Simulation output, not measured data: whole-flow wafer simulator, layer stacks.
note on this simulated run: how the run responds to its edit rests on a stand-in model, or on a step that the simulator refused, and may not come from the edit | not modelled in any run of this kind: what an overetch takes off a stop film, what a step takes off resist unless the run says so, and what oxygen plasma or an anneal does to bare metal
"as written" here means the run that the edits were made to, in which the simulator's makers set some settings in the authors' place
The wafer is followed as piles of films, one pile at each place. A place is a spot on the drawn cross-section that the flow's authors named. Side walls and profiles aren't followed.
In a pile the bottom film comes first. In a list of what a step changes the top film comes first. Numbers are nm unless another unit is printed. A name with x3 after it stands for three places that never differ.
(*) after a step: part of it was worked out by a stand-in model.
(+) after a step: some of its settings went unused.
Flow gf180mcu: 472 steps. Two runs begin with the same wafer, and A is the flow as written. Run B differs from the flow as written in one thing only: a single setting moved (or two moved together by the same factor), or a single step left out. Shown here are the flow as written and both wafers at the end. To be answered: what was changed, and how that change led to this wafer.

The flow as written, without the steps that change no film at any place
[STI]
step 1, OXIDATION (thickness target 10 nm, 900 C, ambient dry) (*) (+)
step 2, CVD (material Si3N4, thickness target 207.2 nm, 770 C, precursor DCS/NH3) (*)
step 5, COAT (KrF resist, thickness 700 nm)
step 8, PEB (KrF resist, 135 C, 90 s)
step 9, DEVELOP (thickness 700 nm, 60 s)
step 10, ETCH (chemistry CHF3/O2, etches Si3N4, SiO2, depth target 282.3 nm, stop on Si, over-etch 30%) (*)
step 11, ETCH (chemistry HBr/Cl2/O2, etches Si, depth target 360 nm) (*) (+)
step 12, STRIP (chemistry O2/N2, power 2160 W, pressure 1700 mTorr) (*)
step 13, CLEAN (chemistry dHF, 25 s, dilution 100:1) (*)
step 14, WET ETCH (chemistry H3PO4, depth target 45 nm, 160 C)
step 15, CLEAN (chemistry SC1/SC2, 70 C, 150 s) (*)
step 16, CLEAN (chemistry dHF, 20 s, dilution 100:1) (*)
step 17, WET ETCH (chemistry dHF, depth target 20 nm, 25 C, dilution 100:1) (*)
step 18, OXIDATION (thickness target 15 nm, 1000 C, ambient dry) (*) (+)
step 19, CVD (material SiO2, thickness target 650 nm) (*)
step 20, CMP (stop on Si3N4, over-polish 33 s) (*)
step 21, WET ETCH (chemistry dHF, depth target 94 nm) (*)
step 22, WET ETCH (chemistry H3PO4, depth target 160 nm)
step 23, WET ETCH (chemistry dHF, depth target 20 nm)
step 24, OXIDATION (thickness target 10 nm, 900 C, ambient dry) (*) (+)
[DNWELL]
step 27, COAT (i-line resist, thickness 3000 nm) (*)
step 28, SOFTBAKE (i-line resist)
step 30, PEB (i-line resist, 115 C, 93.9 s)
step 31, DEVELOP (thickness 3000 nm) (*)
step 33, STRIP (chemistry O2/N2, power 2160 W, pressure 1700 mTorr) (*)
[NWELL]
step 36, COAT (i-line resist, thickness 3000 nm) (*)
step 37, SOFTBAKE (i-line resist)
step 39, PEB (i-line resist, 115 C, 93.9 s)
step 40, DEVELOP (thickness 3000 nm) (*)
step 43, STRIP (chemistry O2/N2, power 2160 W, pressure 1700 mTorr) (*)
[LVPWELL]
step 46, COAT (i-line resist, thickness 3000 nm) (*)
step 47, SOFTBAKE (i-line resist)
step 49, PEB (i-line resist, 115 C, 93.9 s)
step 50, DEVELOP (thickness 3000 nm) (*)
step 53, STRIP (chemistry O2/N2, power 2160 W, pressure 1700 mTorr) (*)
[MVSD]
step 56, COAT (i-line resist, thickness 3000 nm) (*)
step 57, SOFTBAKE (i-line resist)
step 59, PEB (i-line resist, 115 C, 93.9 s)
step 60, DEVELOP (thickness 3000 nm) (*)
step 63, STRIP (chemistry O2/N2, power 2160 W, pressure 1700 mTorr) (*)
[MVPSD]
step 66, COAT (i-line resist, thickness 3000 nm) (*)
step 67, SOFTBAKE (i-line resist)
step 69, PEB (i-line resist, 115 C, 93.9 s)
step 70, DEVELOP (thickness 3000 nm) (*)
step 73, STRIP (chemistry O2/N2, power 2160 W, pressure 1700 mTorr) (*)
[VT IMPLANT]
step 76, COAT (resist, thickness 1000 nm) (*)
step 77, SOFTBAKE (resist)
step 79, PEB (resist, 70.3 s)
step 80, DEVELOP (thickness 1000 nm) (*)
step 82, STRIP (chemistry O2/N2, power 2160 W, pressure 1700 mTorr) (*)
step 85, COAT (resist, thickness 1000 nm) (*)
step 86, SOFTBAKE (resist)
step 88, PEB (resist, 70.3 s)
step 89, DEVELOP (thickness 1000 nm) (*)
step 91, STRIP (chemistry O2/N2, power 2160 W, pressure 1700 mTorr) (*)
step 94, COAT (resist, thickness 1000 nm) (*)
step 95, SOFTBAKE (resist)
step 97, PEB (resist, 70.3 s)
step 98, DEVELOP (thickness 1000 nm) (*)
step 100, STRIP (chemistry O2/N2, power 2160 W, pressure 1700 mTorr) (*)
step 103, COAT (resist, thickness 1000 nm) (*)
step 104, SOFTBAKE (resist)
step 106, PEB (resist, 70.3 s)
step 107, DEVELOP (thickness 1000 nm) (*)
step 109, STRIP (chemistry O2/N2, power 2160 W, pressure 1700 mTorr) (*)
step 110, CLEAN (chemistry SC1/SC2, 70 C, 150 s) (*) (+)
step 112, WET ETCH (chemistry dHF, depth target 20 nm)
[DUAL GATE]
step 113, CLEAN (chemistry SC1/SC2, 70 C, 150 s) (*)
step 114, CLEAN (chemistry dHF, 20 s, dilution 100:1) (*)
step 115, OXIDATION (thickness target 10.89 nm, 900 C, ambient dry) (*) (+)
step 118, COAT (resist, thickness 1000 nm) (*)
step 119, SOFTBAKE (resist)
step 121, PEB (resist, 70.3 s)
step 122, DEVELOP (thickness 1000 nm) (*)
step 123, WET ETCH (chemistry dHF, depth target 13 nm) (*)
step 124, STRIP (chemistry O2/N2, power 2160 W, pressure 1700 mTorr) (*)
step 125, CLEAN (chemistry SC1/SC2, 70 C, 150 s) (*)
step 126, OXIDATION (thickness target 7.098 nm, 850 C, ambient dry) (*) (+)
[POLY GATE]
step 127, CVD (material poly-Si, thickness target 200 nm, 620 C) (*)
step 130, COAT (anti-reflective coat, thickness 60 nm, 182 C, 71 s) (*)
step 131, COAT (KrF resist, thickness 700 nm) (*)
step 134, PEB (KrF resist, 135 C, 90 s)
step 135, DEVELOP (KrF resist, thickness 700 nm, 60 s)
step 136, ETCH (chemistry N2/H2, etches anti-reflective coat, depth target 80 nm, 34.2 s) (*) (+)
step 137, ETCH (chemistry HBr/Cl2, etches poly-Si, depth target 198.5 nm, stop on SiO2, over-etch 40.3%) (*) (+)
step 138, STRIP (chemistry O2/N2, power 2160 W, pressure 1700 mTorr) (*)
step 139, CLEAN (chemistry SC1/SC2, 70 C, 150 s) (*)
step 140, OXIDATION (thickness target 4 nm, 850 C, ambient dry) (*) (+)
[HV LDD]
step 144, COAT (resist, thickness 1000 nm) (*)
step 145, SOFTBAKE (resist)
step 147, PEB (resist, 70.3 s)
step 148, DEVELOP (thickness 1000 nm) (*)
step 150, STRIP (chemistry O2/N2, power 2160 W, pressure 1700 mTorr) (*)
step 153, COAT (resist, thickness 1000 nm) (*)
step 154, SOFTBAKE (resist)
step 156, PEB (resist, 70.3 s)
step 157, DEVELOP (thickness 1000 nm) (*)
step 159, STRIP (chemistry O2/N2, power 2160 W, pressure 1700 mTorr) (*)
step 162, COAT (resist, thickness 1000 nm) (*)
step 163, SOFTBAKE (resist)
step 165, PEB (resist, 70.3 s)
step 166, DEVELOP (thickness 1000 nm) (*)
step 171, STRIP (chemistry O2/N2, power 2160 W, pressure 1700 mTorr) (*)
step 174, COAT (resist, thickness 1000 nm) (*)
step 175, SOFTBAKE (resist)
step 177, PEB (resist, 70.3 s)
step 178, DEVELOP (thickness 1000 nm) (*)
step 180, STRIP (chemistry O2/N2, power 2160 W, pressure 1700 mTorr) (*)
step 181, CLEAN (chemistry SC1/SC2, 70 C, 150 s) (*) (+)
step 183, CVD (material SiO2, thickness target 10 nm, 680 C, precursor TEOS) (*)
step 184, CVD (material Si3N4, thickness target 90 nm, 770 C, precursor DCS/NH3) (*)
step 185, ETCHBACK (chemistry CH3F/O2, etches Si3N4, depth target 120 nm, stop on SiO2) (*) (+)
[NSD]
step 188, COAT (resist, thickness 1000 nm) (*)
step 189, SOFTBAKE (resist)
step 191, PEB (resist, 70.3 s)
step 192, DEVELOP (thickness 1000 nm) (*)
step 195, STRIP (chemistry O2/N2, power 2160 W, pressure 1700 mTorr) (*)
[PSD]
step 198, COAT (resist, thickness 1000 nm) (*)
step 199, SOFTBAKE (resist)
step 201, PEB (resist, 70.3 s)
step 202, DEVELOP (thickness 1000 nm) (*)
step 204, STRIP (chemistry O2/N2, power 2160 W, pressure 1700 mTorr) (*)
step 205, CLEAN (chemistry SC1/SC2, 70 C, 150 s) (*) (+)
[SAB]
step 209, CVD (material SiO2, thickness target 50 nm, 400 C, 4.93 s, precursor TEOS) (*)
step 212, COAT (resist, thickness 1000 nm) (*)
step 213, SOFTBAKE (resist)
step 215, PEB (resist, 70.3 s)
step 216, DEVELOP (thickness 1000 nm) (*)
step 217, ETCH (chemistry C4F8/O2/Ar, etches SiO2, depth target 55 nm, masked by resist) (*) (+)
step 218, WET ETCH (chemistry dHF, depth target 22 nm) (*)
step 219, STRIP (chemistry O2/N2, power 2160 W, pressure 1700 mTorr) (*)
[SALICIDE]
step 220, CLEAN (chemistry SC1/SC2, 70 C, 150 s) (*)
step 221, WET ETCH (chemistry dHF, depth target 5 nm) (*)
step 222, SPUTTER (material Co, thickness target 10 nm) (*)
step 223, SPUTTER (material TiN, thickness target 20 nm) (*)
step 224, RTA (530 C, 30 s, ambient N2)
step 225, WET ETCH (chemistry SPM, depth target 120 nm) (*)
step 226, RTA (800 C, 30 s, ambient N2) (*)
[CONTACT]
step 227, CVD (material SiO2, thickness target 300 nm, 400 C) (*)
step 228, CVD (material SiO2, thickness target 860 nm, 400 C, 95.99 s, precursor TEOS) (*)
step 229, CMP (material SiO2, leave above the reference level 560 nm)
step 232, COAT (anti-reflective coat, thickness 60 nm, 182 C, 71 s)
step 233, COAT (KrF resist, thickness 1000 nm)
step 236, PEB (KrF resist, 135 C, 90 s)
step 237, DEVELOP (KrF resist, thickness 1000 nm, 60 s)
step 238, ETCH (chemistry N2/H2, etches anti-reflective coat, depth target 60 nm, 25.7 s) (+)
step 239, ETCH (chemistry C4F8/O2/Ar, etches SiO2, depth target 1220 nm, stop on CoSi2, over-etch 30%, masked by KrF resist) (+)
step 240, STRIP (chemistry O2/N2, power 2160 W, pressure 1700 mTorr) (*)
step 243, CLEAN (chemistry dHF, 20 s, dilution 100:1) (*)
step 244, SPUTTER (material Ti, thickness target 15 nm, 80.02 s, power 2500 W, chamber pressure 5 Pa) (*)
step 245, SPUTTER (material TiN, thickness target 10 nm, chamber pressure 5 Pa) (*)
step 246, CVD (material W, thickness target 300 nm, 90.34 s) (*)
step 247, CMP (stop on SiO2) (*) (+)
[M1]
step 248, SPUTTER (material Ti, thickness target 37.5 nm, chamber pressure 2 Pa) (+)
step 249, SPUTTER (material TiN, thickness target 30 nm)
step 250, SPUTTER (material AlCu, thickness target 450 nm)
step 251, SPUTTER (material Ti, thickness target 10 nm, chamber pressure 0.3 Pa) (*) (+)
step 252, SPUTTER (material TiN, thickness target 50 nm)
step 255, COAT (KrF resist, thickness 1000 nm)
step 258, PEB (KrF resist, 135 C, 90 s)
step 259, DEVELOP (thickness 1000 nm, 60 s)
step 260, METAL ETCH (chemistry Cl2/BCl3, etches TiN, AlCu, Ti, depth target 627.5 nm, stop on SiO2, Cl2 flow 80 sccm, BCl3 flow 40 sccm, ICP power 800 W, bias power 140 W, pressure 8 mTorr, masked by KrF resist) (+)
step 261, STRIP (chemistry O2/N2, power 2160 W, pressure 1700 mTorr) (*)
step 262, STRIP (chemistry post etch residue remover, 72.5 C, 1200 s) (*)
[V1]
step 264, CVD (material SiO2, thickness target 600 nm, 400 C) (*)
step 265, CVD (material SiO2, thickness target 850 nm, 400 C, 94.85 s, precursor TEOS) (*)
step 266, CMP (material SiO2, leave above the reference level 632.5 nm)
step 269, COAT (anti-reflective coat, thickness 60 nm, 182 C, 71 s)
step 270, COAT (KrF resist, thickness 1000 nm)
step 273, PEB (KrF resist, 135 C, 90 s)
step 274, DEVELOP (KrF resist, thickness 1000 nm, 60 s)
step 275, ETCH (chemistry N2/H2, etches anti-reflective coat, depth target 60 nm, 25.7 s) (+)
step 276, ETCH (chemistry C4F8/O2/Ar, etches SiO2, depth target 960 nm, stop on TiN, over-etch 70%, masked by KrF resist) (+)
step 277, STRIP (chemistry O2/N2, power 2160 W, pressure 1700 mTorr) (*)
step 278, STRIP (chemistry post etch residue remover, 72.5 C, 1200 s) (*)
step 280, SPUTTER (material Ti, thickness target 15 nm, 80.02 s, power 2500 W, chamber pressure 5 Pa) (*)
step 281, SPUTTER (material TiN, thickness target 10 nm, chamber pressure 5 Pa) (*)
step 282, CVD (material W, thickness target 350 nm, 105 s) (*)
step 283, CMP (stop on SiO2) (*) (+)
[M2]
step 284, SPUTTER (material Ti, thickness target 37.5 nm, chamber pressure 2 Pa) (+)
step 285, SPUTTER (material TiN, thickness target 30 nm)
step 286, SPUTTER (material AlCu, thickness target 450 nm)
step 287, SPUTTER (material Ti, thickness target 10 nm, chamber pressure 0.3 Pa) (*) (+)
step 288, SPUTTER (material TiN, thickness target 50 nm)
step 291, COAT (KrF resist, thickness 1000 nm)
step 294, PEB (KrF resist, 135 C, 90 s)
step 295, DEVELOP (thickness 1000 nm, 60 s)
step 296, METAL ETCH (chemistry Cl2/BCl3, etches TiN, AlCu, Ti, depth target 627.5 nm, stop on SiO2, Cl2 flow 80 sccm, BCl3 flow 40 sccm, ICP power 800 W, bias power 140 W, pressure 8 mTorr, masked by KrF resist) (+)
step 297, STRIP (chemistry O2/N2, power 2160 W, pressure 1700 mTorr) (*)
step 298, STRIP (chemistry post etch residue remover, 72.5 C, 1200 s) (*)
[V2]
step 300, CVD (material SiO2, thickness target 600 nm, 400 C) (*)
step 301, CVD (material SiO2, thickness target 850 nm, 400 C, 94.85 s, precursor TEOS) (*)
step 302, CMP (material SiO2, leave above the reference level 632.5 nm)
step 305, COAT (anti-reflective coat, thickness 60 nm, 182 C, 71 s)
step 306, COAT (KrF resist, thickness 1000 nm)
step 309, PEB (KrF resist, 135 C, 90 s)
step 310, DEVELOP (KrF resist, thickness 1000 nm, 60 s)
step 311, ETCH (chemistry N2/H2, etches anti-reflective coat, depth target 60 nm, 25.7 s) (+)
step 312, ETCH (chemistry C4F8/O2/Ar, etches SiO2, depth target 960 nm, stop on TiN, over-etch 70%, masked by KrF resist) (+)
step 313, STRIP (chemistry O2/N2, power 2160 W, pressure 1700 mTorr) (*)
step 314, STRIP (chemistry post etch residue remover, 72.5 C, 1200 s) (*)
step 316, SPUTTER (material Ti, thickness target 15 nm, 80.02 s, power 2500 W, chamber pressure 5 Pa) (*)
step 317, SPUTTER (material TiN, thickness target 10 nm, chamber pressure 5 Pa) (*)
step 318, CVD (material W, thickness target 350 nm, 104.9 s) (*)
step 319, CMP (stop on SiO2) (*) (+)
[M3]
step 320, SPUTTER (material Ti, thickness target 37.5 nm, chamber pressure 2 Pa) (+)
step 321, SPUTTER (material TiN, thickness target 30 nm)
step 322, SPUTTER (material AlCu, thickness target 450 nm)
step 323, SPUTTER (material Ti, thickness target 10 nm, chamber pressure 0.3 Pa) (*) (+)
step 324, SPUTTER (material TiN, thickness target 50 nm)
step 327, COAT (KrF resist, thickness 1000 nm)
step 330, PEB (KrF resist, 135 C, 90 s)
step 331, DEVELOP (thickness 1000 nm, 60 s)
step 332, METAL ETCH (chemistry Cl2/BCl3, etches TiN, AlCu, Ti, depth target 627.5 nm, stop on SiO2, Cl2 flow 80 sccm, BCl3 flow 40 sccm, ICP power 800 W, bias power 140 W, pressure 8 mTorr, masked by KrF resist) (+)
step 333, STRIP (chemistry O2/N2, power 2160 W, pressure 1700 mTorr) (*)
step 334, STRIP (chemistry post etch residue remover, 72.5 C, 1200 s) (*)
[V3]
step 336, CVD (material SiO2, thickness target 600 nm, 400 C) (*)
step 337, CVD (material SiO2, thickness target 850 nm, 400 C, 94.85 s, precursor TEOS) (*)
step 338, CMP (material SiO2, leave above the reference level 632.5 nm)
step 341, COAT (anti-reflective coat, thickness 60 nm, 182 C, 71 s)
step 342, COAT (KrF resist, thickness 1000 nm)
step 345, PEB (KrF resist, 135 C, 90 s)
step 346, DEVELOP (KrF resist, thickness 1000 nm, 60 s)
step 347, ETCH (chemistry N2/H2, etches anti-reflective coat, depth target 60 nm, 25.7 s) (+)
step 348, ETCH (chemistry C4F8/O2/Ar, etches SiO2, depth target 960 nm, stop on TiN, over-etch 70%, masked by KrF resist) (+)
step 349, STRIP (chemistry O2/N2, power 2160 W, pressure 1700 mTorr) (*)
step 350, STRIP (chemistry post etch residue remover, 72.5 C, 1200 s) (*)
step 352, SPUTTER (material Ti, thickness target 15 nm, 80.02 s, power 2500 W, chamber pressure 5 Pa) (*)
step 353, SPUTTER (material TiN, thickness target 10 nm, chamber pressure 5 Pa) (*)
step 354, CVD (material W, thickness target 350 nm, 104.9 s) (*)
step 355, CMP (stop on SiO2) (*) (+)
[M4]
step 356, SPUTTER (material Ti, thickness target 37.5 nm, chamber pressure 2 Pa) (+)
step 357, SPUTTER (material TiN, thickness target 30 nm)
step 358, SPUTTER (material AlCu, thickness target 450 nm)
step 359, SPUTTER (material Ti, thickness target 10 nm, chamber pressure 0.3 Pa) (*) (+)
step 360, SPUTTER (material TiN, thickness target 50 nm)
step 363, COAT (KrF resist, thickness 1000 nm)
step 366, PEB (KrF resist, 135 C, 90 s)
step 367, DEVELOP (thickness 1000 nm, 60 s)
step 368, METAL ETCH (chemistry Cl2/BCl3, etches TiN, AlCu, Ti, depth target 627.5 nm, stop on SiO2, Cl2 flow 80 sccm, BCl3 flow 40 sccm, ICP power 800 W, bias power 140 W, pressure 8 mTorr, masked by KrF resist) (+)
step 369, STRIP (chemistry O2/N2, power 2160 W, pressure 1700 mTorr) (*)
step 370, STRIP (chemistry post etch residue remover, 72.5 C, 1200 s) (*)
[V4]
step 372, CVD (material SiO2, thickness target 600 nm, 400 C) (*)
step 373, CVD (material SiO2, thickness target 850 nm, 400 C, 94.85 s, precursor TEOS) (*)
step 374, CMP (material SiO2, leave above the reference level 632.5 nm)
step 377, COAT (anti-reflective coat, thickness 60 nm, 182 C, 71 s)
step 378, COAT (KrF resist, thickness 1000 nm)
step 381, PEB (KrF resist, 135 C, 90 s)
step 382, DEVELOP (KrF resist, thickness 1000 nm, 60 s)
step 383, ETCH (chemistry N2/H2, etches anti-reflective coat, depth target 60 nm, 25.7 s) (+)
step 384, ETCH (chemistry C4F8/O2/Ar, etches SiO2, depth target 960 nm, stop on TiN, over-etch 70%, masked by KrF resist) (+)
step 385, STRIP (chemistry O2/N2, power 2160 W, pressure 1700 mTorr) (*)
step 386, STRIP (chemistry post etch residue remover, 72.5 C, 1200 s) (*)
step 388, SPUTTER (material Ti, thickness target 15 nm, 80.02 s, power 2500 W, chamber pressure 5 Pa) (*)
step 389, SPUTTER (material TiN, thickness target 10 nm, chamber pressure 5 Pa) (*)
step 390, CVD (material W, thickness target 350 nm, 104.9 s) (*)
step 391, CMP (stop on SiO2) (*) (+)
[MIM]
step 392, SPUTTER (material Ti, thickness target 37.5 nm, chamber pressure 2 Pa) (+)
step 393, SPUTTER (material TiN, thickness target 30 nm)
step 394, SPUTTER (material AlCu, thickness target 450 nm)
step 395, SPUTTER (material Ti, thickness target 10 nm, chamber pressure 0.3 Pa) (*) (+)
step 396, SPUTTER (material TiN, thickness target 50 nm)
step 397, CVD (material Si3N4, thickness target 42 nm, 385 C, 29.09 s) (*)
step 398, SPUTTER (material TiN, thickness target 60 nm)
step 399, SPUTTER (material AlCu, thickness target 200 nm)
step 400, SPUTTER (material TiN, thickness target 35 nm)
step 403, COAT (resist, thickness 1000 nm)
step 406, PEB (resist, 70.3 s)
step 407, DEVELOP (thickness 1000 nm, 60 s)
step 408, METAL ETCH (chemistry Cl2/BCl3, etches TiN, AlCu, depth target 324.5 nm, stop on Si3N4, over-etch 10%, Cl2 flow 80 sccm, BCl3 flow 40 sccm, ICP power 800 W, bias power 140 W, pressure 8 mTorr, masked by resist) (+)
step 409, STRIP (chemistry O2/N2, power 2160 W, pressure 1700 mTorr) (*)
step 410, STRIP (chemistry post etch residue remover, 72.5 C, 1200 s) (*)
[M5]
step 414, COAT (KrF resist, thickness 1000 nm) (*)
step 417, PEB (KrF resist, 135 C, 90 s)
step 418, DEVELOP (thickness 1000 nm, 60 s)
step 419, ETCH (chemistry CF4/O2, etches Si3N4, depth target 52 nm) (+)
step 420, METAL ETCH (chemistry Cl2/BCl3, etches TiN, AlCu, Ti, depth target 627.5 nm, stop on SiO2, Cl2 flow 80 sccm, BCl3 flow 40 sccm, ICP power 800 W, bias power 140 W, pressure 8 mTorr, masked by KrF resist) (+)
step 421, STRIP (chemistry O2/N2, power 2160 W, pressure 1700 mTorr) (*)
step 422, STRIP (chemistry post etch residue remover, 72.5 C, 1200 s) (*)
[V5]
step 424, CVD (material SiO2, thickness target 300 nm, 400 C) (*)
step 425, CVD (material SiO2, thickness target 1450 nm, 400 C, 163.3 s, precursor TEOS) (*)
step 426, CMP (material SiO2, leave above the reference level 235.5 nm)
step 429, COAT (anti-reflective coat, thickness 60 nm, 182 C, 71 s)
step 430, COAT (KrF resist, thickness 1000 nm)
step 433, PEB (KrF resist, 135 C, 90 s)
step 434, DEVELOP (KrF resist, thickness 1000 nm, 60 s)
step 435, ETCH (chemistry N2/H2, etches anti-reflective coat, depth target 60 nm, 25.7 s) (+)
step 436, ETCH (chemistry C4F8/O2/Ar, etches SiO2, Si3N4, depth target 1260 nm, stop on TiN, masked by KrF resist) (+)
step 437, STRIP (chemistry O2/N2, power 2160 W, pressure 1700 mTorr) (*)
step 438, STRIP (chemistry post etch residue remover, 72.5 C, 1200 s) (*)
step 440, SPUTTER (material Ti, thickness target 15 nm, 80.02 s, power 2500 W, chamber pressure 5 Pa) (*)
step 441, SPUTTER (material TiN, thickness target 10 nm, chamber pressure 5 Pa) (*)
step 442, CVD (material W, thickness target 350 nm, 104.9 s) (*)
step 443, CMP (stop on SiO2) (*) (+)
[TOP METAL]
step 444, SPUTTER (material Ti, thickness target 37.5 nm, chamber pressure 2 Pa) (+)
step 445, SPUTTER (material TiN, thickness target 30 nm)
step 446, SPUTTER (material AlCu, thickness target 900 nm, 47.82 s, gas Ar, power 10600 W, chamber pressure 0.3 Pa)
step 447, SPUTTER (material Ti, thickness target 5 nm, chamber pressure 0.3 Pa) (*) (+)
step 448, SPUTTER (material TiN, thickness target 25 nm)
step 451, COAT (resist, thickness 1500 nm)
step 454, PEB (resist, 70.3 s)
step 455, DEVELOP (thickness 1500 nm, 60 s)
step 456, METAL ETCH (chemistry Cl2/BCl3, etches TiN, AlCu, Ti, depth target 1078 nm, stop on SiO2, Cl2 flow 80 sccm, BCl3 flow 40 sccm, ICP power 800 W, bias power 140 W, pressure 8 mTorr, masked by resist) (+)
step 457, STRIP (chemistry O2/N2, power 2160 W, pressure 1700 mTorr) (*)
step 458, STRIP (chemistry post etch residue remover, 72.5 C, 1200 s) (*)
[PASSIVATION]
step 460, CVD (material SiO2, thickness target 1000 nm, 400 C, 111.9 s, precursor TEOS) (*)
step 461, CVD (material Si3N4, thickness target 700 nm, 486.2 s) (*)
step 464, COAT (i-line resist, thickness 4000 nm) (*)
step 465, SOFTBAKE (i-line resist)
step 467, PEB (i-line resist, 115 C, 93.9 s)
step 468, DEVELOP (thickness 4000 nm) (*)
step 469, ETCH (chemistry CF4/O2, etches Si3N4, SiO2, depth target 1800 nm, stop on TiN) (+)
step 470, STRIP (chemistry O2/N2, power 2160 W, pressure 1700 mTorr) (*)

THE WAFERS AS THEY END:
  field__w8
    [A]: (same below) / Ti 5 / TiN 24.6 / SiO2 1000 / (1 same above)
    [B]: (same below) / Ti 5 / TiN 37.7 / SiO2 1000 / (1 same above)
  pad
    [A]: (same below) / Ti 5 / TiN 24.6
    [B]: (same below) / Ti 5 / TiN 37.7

What caused this: step 448, SPUTTER: thickness target 38.1 nm was run, though the flow has thickness target 25 nm.

The path from the change to this, step by step:
  step 448, SPUTTER (material TiN, thickness target 25 nm)
      field, field__w1, field__w2 and 109 more: A TiN gains 25 (new film) | B TiN gains 38.1 (new film)
  step 456, METAL ETCH (chemistry Cl2/BCl3, etches TiN, AlCu, Ti, depth target 1078 nm, stop on SiO2, Cl2 flow 80 sccm, BCl3 flow 40 sccm, ICP power 800 W, bias power 140 W, pressure 8 mTorr, masked by resist) (+)
      field, field__w1, field__w2 and 103 more: A TiN loses 25 (all of it), Ti loses 5 (all of it), AlCu loses 900 (all of it), TiN loses 30 (all of it), Ti loses 37.5 (all of it) | B TiN loses 38.1 (all of it), Ti loses 5 (all of it), AlCu loses 900 (all of it), TiN loses 30 (all of it), Ti loses 37.5 (all of it)
  step 465, SOFTBAKE (i-line resist)
      gate: A i-line resist gains 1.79 | B i-line resist loses 0.27
      ld_acc_p, ld_fp_p, ld_drift_p: A i-line resist gains 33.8 | B i-line resist gains 27.4
      (and at 56 other places as well)
